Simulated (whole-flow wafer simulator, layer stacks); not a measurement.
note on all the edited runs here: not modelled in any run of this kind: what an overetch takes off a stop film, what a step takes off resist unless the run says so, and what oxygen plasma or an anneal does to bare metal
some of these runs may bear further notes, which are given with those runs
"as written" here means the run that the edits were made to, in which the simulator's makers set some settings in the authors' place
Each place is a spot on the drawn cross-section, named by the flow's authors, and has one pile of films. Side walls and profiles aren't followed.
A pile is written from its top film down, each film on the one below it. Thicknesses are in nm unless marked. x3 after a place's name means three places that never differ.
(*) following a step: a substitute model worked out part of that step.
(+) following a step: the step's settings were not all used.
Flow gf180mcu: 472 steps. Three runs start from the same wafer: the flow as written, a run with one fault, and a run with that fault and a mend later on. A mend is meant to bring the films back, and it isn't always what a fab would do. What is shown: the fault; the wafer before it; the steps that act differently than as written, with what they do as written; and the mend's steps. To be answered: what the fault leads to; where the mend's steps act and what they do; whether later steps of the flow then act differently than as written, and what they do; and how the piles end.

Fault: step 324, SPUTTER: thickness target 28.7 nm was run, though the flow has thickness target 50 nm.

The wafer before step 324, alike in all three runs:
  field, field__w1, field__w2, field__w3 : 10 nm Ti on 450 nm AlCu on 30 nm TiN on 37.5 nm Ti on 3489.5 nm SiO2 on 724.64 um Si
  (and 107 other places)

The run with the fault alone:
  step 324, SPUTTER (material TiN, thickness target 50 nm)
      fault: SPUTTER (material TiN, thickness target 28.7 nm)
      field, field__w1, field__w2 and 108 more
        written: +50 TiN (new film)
        fault: +28.7 TiN (new film)
  Later steps of the flow acting differently than as written (not shown: 2 more steps that differ only slightly, by at most 2% or 0.5 nm, whichever is larger):
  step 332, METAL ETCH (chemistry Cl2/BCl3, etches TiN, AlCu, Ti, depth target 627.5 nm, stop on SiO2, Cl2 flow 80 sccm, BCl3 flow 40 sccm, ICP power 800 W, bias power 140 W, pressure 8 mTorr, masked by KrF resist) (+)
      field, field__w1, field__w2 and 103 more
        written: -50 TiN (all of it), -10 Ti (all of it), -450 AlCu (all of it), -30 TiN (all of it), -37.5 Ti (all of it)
        fault: -28.7 TiN (all of it), -10 Ti (all of it), -450 AlCu (all of it), -30 TiN (all of it), -37.5 Ti (all of it)
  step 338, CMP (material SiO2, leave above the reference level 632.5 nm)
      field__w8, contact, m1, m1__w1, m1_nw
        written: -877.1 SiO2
        fault: -855.8 SiO2
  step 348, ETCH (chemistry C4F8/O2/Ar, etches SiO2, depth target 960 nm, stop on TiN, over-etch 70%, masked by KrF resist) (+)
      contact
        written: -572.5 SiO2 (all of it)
        fault: -593.8 SiO2 (all of it)
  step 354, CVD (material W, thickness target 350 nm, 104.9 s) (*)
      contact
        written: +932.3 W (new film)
        fault: +953.8 W (new film)
  The piles end different from the flow's at field__w8, contact, m1, m1__w1, m1_nw by more than 2% or 0.5 nm, whichever is larger.
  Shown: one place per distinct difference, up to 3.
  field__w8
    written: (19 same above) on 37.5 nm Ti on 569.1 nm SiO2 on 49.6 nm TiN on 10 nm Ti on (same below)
    fault: (19 same above) on 37.5 nm Ti on 590.4 nm SiO2 on 28.3 nm TiN on 10 nm Ti on (same below)
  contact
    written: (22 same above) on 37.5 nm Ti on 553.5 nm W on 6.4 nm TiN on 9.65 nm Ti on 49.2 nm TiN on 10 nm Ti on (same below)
    fault: (22 same above) on 37.5 nm Ti on 575 nm W on 6.32 nm TiN on 9.53 nm Ti on 27.9 nm TiN on 10 nm Ti on (same below)

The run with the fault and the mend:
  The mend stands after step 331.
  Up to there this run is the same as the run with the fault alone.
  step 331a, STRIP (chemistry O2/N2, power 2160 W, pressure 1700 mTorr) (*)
      field__w8, contact, m1, m1__w1, m1_nw
        -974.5 KrF resist (all of it)
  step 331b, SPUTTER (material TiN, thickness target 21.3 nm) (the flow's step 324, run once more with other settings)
      field, field__w1, field__w2 and 108 more
        +21.3 TiN
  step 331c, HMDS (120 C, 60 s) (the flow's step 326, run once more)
      does not change any film at any place that is followed
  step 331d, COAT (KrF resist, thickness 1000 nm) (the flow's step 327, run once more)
      field, field__w1, field__w2 and 108 more
        +1000 KrF resist (new film)
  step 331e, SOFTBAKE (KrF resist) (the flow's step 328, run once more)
      does not change any film at any place that is followed
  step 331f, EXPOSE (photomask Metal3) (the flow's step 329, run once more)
      does not change any film at any place that is followed
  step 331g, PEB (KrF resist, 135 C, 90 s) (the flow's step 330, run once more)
      field, field__w1, field__w2 and 108 more
        -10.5 KrF resist
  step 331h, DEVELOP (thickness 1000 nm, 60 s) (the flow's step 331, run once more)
      field, field__w1, field__w2 and 103 more
        -989.5 KrF resist (all of it)
      field__w8, contact, m1, m1__w1, m1_nw
        -14.9 KrF resist
  Every later step of the flow that is run acts as written at every place that is followed.
  The piles end the same as the flow's at every place that both follow.
